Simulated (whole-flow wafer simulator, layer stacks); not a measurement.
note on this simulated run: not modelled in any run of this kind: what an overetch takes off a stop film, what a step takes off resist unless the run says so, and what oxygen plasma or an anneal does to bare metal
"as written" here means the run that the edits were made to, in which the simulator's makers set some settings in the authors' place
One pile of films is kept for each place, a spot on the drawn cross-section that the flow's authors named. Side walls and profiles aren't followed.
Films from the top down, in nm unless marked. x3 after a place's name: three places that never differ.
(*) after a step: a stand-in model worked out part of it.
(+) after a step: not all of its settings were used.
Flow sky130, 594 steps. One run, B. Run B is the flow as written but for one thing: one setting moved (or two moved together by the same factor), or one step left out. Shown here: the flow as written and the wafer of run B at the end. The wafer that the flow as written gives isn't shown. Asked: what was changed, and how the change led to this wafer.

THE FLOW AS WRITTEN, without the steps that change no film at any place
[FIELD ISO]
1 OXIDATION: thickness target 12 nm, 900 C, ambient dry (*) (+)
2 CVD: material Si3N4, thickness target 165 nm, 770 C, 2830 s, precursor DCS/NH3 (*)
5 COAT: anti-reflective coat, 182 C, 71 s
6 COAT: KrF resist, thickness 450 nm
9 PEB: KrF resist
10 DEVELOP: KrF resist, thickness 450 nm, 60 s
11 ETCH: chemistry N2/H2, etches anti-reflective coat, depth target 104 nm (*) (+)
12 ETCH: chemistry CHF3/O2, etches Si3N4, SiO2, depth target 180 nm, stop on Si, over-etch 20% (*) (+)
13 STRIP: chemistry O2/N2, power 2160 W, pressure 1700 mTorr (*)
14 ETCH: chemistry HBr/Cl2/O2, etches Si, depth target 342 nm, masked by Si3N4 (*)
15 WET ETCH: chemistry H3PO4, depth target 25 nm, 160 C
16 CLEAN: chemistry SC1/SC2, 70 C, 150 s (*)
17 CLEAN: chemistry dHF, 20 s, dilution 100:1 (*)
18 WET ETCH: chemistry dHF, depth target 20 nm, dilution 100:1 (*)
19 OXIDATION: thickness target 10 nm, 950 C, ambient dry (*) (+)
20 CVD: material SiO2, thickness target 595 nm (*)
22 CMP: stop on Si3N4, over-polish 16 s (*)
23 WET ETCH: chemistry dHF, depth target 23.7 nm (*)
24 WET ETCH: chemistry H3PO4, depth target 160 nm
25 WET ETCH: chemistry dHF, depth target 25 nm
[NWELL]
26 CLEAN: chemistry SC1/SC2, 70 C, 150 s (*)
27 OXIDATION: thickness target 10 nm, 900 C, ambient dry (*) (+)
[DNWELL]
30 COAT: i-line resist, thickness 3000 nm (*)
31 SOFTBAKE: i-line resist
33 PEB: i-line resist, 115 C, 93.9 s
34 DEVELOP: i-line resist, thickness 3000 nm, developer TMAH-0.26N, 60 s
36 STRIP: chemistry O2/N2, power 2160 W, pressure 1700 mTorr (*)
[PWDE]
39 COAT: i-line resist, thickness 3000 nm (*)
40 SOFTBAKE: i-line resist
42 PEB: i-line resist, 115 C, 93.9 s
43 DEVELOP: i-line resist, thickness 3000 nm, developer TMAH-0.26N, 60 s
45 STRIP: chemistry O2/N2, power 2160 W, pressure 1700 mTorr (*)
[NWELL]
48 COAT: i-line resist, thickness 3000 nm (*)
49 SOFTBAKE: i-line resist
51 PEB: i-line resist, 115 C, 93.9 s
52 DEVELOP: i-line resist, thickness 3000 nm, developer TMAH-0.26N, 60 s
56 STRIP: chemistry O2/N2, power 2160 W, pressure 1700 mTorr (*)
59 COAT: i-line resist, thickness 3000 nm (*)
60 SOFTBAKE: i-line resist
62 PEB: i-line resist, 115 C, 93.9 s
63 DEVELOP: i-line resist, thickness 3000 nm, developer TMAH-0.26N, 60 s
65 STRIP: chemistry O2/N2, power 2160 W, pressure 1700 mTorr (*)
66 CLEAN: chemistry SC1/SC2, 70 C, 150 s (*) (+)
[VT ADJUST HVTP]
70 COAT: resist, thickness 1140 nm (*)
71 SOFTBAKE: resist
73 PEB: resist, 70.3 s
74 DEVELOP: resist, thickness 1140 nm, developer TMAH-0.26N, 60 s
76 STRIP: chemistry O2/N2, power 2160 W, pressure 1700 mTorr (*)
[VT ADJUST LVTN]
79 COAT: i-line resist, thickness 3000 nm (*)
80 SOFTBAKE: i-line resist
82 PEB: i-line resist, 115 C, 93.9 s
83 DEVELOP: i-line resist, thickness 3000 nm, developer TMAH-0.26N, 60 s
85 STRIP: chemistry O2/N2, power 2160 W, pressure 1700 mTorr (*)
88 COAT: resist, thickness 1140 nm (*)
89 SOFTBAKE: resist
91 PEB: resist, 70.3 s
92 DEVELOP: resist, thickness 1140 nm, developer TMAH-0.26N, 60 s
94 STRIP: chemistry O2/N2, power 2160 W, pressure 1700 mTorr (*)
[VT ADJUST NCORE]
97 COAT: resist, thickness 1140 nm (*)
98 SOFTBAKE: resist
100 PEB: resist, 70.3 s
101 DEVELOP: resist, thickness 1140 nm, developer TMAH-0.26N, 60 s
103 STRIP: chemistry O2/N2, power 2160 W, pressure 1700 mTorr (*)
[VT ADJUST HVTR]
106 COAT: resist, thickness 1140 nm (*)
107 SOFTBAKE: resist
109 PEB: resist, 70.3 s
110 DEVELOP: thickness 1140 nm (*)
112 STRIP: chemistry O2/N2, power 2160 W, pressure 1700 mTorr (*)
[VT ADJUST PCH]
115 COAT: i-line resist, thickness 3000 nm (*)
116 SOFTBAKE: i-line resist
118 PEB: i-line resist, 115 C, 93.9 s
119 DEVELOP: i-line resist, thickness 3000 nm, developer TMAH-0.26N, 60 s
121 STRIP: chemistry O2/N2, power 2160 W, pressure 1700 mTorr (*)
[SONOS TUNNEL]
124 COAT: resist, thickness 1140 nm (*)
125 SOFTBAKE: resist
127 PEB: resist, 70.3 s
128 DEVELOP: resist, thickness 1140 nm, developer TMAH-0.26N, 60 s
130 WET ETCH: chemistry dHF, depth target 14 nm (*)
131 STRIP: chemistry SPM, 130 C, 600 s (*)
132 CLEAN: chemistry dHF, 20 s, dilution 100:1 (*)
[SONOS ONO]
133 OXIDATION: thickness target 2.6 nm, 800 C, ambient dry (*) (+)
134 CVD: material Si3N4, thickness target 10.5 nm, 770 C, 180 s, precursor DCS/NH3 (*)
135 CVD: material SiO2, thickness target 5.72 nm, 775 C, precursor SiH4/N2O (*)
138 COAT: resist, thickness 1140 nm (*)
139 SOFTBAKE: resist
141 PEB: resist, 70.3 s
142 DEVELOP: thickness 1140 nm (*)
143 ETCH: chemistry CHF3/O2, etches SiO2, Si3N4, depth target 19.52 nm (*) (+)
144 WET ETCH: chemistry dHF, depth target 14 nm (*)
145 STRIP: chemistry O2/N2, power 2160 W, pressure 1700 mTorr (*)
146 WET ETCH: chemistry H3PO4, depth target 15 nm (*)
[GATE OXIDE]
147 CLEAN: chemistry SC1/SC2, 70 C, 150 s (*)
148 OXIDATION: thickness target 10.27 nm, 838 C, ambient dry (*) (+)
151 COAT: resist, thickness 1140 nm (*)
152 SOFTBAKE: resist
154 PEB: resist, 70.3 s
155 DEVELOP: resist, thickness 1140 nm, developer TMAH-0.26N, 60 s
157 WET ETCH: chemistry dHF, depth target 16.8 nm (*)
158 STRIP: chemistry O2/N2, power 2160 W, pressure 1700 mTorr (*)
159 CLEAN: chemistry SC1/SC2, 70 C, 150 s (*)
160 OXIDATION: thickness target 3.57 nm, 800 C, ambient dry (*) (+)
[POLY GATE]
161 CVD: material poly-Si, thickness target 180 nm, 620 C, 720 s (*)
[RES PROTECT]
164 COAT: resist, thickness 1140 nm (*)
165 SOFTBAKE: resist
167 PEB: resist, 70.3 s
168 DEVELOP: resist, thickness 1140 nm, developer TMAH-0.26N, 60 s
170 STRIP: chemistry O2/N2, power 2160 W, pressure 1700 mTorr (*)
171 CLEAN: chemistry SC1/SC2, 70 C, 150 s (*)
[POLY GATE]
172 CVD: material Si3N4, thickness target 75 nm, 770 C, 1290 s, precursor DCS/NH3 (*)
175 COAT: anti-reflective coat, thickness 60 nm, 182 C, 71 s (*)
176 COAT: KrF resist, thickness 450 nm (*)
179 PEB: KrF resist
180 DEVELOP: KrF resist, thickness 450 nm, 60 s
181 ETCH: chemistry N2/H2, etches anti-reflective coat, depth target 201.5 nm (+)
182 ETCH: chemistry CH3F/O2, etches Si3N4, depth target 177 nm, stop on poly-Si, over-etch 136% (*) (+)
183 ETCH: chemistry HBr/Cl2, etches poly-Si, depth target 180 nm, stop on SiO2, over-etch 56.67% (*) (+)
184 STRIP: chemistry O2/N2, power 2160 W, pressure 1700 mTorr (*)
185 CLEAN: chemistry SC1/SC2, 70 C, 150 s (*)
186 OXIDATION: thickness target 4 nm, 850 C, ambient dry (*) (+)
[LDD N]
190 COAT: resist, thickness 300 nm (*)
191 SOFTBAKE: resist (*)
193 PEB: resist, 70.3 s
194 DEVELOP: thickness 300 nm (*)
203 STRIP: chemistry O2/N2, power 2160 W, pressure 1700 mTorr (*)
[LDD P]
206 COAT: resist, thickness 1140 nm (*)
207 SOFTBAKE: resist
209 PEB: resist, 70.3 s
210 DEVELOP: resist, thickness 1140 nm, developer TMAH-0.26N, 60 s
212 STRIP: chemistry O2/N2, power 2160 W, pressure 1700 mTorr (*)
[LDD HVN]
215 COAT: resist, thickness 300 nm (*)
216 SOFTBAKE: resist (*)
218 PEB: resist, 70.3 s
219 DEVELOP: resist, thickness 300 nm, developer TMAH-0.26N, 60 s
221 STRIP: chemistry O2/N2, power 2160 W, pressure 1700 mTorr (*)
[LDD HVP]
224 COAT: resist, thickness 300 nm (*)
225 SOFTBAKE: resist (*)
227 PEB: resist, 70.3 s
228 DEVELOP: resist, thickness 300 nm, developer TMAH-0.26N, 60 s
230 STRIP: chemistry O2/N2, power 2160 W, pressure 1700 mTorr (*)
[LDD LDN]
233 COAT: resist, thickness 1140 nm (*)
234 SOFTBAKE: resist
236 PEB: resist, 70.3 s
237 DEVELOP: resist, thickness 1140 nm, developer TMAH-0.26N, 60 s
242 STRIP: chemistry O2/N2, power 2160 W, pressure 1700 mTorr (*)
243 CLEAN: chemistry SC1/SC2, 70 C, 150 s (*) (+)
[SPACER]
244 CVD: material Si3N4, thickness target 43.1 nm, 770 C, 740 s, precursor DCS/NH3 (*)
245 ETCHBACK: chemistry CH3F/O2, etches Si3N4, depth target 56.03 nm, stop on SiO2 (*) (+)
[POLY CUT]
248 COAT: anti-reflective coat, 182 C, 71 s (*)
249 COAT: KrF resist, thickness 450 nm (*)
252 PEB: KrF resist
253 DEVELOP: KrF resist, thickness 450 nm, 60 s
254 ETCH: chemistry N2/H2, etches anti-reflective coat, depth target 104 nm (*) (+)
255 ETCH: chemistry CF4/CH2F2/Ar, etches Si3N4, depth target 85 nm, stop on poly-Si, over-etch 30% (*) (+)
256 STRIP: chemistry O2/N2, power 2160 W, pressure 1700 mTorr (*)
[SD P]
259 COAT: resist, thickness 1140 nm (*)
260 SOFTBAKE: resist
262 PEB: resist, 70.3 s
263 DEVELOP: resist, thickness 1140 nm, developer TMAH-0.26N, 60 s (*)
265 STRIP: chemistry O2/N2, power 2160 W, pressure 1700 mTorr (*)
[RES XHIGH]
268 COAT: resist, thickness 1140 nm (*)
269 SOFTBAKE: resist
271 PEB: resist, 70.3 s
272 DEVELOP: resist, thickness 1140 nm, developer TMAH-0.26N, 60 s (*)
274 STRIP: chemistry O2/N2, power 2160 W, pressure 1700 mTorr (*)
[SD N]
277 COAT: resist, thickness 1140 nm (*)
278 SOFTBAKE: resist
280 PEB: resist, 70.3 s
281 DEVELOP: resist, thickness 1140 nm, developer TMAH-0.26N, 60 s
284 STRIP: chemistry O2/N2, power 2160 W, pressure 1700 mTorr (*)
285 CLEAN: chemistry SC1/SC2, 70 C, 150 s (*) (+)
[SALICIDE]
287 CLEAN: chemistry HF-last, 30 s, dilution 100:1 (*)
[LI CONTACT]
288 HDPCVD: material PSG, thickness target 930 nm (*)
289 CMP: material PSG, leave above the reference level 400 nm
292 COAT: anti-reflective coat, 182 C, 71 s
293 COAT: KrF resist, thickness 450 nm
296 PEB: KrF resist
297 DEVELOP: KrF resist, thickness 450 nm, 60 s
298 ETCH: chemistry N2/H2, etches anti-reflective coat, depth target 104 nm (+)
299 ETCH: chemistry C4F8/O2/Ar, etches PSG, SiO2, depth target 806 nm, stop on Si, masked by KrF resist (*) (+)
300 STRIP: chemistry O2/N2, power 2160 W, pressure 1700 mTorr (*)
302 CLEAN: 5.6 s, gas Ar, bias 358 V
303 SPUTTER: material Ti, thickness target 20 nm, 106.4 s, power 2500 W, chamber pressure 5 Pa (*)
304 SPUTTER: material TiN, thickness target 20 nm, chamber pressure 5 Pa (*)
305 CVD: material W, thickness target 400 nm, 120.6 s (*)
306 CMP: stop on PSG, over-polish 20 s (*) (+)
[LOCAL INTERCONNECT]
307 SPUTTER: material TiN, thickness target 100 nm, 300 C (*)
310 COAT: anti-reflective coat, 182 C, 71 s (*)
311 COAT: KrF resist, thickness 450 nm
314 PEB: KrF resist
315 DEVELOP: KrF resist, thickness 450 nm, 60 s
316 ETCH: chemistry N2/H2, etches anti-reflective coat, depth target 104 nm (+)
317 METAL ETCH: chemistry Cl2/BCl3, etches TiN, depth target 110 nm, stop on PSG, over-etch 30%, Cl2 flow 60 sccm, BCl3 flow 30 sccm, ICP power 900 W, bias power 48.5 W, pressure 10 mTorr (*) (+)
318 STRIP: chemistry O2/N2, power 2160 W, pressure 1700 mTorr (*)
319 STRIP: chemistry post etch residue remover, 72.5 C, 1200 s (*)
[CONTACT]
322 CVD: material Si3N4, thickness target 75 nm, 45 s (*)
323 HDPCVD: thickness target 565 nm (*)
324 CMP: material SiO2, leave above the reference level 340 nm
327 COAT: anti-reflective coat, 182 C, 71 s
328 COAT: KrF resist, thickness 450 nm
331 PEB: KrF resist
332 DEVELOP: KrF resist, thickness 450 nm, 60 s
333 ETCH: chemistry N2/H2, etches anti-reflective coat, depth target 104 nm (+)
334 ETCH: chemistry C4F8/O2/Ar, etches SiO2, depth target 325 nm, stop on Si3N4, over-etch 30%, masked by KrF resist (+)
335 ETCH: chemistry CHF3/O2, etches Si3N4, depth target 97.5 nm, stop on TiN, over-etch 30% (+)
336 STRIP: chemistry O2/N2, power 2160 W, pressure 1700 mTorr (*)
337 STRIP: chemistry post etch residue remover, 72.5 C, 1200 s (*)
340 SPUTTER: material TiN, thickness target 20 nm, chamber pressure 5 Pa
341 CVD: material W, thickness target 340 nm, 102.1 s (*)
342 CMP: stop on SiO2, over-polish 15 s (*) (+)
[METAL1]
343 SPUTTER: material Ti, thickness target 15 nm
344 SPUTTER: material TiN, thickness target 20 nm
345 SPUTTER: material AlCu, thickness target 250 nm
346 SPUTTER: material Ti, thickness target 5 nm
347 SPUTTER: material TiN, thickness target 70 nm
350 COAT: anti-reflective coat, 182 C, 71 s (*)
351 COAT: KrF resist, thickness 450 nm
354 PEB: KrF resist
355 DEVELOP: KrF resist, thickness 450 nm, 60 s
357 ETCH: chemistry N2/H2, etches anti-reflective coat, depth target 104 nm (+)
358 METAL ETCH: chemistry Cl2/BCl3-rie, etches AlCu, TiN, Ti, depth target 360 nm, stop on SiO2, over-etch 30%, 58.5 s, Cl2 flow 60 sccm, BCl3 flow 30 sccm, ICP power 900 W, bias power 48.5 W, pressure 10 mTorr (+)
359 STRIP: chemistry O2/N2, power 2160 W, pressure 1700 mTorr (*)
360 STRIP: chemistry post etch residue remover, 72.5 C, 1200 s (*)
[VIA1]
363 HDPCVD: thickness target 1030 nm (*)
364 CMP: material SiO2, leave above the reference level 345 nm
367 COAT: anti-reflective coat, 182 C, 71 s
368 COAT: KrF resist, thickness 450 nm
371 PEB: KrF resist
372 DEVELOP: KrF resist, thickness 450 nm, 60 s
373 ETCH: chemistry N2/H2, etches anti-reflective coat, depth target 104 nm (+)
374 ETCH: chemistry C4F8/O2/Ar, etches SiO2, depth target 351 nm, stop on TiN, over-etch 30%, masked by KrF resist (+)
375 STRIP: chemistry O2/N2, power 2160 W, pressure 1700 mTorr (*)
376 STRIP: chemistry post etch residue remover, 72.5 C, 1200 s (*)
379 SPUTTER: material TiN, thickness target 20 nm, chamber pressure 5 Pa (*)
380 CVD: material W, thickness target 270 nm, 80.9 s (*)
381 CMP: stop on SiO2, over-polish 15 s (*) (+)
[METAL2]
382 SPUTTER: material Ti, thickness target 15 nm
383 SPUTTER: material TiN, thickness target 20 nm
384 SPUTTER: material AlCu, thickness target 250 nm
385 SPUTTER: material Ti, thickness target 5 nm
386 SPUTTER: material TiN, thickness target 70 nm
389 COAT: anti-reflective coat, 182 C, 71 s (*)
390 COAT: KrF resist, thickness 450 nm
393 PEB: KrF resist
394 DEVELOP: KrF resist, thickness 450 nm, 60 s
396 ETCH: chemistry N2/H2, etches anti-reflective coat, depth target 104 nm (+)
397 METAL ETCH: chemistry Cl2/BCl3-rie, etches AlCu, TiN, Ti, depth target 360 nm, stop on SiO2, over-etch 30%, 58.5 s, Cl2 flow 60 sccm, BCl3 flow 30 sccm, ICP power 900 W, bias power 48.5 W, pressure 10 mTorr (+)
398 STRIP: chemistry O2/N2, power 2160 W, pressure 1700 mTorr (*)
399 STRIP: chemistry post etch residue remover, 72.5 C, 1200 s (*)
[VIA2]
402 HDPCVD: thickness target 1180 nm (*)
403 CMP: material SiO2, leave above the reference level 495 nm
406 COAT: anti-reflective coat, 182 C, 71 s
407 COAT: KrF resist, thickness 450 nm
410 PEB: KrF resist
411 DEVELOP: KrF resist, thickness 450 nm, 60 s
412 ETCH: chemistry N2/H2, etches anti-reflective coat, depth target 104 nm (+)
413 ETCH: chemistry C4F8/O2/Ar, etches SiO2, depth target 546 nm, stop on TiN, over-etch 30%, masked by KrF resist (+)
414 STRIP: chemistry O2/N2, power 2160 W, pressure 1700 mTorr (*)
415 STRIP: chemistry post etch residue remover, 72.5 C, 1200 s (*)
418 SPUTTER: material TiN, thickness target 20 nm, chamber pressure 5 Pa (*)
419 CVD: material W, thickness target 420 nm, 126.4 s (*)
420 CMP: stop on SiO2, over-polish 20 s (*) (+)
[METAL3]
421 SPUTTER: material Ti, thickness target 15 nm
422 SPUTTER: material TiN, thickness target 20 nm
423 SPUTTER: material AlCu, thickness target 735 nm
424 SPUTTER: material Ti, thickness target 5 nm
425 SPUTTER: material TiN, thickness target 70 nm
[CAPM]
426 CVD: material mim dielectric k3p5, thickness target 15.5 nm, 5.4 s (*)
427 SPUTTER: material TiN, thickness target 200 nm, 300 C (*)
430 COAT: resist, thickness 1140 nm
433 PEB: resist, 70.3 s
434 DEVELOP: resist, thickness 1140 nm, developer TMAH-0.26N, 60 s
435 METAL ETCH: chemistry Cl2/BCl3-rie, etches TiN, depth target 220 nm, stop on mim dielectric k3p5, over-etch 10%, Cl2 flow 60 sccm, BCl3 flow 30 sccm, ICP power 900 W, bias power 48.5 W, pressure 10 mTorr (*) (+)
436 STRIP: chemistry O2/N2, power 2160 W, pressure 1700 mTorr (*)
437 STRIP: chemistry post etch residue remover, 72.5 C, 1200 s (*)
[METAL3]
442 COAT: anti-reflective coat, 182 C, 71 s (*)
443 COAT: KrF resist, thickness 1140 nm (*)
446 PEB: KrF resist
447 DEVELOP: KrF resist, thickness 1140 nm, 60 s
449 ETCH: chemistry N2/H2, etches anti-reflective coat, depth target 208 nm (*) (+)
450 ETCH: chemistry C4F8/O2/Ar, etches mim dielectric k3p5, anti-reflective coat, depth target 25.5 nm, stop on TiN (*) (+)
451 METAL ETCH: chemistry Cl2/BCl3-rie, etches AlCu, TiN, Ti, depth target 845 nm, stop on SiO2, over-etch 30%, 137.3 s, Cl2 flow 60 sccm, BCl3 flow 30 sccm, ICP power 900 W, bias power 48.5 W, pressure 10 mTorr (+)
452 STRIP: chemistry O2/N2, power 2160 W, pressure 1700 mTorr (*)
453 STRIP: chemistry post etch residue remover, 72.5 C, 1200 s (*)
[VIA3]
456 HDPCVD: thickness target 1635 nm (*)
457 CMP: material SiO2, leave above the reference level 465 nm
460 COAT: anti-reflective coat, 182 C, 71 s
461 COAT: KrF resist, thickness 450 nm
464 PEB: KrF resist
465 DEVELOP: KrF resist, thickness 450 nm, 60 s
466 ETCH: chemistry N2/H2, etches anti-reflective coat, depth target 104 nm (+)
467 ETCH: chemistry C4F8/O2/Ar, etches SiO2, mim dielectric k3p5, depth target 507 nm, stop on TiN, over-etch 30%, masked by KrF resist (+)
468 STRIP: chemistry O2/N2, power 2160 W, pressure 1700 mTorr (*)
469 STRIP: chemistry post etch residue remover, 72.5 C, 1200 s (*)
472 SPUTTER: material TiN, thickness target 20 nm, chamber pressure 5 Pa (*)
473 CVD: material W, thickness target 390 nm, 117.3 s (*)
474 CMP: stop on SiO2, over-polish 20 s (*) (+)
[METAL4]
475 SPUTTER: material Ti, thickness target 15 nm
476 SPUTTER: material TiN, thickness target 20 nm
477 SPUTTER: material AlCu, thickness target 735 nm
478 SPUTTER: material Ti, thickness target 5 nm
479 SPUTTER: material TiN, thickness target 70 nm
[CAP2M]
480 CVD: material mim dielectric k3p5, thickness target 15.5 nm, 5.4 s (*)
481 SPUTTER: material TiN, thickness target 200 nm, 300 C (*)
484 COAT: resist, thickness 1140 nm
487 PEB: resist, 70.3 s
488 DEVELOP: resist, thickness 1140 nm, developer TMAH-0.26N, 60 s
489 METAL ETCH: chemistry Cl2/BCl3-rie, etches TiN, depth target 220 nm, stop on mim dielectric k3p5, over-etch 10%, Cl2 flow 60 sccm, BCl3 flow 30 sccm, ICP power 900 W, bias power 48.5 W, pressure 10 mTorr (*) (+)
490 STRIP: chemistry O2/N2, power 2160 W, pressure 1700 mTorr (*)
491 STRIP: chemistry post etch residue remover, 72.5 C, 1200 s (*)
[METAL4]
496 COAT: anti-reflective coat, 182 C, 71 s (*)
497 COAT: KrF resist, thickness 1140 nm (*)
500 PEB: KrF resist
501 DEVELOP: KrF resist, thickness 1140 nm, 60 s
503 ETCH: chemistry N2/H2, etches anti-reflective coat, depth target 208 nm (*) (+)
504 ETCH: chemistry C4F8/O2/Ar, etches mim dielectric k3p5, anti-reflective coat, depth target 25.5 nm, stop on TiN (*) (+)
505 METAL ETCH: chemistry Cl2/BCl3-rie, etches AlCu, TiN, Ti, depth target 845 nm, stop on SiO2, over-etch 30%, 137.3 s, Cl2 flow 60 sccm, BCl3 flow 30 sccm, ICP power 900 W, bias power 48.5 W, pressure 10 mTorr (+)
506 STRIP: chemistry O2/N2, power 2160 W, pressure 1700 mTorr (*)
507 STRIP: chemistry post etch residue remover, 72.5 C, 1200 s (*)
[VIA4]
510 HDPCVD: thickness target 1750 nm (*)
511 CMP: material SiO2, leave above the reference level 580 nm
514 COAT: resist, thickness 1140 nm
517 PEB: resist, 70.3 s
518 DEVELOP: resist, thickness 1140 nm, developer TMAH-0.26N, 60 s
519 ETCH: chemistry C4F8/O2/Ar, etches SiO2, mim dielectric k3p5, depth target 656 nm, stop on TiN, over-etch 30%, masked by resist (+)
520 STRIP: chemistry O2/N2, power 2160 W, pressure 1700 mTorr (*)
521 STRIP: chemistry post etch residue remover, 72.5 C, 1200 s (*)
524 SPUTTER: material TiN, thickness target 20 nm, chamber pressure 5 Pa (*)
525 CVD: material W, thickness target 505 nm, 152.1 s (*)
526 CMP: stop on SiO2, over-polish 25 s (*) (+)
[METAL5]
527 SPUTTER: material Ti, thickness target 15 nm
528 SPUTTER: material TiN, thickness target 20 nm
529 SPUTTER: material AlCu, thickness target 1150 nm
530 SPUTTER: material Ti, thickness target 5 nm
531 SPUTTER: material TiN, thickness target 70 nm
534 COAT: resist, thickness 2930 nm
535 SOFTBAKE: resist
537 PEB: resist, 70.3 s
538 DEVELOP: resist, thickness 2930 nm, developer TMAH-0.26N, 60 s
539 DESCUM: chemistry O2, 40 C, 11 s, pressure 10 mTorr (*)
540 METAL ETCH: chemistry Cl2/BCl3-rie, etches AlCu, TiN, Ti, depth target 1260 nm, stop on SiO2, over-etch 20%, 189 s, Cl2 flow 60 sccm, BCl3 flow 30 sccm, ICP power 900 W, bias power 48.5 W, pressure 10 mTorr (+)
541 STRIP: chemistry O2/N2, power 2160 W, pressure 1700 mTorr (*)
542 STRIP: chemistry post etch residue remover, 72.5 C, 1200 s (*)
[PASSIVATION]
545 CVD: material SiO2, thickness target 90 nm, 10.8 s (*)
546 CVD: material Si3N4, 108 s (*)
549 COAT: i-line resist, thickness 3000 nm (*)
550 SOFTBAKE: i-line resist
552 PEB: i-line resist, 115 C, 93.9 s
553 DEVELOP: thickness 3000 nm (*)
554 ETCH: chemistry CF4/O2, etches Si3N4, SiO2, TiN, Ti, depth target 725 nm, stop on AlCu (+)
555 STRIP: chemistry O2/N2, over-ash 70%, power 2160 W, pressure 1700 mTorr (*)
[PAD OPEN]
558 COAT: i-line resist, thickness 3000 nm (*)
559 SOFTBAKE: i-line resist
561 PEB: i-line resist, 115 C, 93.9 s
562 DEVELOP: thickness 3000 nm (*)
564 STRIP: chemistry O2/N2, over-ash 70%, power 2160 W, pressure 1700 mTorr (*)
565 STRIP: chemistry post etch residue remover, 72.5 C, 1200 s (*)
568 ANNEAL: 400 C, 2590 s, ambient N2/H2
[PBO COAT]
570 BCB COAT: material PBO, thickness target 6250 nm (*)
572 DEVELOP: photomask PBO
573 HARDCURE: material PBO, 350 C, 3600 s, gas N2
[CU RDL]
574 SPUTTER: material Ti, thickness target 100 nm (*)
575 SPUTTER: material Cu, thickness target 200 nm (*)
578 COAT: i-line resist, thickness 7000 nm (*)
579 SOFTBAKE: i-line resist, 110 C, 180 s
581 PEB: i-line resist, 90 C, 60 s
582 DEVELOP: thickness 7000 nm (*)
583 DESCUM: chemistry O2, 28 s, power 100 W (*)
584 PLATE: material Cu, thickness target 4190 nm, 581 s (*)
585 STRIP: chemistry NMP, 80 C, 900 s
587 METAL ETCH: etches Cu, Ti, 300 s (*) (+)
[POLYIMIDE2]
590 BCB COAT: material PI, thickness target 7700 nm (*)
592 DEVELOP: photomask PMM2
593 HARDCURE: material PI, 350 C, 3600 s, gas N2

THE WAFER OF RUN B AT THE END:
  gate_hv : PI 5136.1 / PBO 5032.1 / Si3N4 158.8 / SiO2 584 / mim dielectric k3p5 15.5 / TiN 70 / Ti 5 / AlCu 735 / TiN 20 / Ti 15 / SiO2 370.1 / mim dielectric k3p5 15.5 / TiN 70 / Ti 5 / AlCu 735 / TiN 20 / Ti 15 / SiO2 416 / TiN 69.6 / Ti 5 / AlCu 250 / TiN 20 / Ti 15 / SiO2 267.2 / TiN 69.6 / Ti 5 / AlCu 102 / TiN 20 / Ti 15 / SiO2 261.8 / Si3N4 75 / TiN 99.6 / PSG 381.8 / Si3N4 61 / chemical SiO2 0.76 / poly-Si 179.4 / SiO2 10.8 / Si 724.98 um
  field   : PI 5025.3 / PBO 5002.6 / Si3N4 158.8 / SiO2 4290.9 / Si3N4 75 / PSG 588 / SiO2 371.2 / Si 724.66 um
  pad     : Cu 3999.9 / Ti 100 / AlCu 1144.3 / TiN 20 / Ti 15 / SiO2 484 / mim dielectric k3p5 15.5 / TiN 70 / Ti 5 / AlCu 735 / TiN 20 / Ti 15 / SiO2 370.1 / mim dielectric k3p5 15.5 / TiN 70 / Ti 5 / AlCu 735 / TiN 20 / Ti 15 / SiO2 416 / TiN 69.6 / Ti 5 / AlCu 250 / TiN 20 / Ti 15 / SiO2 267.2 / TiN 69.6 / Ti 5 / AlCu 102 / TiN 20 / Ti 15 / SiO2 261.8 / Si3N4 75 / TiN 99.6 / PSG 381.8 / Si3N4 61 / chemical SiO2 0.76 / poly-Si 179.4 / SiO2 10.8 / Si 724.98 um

The cause: step 345, SPUTTER: thickness target 102 nm was run, where the flow has thickness target 250 nm.
It can be read off the wafer: gate_hv has AlCu 102, and step 345 as written asks for 250 nm.

How the change led to this, step by step:
  345 SPUTTER: material AlCu, thickness target 250 nm
      field, active, n_well and 188 more: AlCu +102 (new film) (as written it would be: AlCu +250 (new film))
  358 METAL ETCH: chemistry Cl2/BCl3-rie, etches AlCu, TiN, Ti, depth target 360 nm, stop on SiO2, over-etch 30%, 58.5 s, Cl2 flow 60 sccm, BCl3 flow 30 sccm, ICP power 900 W, bias power 48.5 W, pressure 10 mTorr (+)
      field, active, gate and 81 more: TiN -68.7 (all of it), Ti -5 (all of it), AlCu -102 (all of it), TiN -20 (all of it), Ti -15 (all of it), SiO2 -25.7 (as written it would be: TiN -68.7 (all of it), Ti -5 (all of it), AlCu -250 (all of it), TiN -20 (all of it), Ti -15 (all of it), SiO2 -10.9)
  364 CMP: material SiO2, leave above the reference level 345 nm
      field, active, gate and 81 more: SiO2 -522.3 (as written it would be: SiO2 -389.1)
